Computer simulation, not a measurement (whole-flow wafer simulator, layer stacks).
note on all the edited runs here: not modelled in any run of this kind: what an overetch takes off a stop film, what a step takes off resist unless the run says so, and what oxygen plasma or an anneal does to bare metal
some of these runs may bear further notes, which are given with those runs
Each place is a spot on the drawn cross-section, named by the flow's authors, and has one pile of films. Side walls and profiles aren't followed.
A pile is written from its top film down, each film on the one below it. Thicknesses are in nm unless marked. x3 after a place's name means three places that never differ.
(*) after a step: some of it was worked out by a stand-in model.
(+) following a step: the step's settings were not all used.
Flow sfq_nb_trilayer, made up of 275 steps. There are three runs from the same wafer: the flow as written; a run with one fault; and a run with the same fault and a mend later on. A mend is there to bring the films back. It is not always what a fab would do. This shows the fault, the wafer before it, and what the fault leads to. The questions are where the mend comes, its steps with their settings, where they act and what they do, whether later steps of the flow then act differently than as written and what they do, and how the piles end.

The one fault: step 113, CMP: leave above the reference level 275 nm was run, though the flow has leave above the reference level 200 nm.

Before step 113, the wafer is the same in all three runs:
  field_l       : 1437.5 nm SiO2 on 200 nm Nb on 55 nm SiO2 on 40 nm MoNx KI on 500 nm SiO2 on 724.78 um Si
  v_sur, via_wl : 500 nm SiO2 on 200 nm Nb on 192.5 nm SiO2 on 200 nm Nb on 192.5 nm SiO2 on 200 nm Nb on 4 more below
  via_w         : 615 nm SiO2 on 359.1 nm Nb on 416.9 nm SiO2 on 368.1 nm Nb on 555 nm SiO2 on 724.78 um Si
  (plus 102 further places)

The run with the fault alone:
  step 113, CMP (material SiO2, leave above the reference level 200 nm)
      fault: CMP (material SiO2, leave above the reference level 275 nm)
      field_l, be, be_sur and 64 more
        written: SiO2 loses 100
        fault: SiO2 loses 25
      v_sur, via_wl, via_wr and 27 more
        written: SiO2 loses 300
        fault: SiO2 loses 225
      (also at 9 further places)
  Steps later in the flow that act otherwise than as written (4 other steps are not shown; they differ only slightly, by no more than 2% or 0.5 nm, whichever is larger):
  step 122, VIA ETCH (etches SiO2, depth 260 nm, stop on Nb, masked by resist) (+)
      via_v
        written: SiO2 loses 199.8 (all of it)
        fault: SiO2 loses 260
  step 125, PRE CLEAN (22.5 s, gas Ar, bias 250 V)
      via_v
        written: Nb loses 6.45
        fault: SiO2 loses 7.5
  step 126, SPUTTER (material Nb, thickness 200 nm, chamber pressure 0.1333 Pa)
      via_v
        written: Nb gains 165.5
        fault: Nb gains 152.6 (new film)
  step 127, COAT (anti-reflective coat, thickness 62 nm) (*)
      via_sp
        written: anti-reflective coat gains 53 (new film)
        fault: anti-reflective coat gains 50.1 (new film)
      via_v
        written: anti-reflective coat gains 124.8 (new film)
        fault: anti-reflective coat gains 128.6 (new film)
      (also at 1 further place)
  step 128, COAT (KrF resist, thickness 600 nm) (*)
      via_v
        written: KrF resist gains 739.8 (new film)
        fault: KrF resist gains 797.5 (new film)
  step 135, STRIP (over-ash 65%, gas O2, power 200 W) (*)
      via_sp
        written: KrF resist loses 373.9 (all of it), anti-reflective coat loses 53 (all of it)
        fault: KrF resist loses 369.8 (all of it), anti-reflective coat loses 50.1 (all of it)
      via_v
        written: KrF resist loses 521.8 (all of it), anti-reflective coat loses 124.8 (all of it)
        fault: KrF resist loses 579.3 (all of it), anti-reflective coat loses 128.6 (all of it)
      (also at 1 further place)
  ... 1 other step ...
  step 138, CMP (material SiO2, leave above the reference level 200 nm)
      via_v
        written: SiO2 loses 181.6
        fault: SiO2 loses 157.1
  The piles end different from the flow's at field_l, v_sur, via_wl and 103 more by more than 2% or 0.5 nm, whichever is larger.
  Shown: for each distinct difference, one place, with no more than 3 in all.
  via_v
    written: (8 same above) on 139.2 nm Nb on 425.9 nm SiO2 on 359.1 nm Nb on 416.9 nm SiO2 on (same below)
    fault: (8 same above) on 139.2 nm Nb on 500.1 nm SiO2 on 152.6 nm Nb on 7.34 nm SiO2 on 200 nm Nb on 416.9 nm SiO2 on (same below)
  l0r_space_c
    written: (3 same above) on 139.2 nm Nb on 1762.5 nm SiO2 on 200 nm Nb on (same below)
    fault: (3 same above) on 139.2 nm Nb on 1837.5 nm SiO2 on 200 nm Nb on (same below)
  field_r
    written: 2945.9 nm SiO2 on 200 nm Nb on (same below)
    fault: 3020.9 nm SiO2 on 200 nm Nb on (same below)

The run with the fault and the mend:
  After step 120 comes the mend.
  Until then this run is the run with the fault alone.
  step 120a, STRIP (over-ash 65%, gas O2, power 200 W) (*)
      field_l, v_sur, via_wl and 102 more
        KrF resist loses 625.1 (all of it), anti-reflective coat loses 62 (all of it)
      via_v
        anti-reflective coat loses 62 (all of it)
  step 120b, CMP (material SiO2, leave above the reference level 200 nm) (a further turn of the flow's step 113)
      field_l, v_sur, via_wl and 103 more
        SiO2 loses 75
  step 120c, COAT (anti-reflective coat, thickness 62 nm) (a further turn of the flow's step 115)
      field_l, v_sur, via_wl and 103 more
        anti-reflective coat gains 62 (new film)
  step 120d, COAT (KrF resist, thickness 650 nm) (a further turn of the flow's step 116)
      field_l, v_sur, via_wl and 103 more
        KrF resist gains 650 (new film)
  step 120e, SOFTBAKE (KrF resist) (a further turn of the flow's step 117)
      does not change any film at any place that is followed
  step 120f, EXPOSE (photomask I3, dose 11.91 mJ/cm2, NA 0.6, wavelength 248 nm) (*) (a further turn of the flow's step 118)
      does not change any film at any place that is followed
  step 120g, PEB (KrF resist, 90 s) (a further turn of the flow's step 119)
      field_l, v_sur, via_wl and 103 more
        KrF resist loses 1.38
  step 120h, DEVELOP (KrF resist, thickness 650 nm, 60 s) (a further turn of the flow's step 120)
      field_l, v_sur, via_wl and 102 more
        KrF resist loses 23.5
      via_v
        KrF resist loses 648.6 (all of it)
  Every later step of the flow that is run acts as written at every place that is followed.
  The piles end the same as the flow's at every place that both follow.
